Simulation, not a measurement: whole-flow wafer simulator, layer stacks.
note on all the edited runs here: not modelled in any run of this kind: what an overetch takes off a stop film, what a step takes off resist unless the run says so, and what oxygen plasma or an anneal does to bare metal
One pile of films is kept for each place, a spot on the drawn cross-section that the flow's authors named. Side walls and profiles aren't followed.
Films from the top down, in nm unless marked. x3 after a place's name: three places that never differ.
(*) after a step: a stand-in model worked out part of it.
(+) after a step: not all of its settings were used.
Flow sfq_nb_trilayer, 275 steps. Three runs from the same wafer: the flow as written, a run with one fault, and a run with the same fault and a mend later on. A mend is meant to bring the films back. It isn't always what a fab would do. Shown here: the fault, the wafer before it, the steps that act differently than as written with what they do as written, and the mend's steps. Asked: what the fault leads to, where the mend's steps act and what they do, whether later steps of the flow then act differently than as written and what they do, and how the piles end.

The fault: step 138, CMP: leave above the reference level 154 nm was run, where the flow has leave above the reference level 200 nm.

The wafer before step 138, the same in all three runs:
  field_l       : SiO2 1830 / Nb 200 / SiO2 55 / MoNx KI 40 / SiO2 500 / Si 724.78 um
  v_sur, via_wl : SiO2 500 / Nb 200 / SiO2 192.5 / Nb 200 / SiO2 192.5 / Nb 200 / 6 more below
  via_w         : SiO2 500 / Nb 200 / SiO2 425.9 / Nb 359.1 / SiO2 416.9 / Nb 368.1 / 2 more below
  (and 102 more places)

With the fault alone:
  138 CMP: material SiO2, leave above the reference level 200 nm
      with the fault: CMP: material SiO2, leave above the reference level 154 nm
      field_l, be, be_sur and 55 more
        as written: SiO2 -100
        with the fault: SiO2 -146
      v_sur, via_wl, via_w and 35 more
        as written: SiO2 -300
        with the fault: SiO2 -346
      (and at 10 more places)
  Later steps of the flow that act differently than as written (6 more steps differ only slightly, by at most 2% or 0.5 nm, whichever is larger, and aren't shown):
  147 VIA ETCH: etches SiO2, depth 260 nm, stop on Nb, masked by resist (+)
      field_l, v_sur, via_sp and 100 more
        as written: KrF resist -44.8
        with the fault: KrF resist -39.8
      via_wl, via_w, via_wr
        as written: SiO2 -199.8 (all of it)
        with the fault: SiO2 -153.8 (all of it)
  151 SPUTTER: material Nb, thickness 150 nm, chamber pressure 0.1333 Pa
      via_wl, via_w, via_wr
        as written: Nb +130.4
        with the fault: Nb +135.7
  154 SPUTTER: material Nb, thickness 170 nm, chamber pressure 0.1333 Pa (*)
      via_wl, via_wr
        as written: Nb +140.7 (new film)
        with the fault: Nb +148.7 (new film)
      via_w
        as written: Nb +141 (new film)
        with the fault: Nb +149 (new film)
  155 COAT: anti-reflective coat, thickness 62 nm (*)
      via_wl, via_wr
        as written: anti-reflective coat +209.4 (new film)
        with the fault: anti-reflective coat +166.2 (new film)
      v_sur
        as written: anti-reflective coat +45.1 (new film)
        with the fault: anti-reflective coat +47.1 (new film)
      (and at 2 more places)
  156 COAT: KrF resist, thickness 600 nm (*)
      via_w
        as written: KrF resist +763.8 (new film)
        with the fault: KrF resist +720.1 (new film)
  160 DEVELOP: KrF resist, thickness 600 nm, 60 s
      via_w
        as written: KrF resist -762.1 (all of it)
        with the fault: KrF resist -718.6 (all of it)
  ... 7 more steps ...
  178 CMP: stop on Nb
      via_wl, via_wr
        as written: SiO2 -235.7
        with the fault: SiO2 -287
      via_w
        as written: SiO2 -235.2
        with the fault: SiO2 -286.5
  At the end the piles differ from the flow's by more than 2% or 0.5 nm, whichever is larger, at v_sur, via_wl, via_w and 78 more.
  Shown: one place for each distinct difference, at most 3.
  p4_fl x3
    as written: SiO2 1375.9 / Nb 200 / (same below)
    with the fault: SiO2 1329.9 / Nb 200 / (same below)
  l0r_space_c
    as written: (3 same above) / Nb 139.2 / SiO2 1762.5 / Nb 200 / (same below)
    with the fault: (3 same above) / Nb 139.2 / SiO2 1716.5 / Nb 200 / (same below)
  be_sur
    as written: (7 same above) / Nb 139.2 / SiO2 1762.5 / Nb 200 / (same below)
    with the fault: (7 same above) / Nb 139.2 / SiO2 1716.5 / Nb 200 / (same below)

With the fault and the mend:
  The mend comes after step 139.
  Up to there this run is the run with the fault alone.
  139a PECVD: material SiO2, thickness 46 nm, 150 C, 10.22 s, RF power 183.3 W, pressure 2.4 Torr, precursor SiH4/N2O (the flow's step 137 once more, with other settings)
      field_l, v_sur, via_wl and 103 more
        SiO2 +46
  No later step of the flow acts differently than as written, at any place that is followed, by more than 2% or 0.5 nm, whichever is larger.
  At the end the piles are the same as the flow's at every place that both follow.
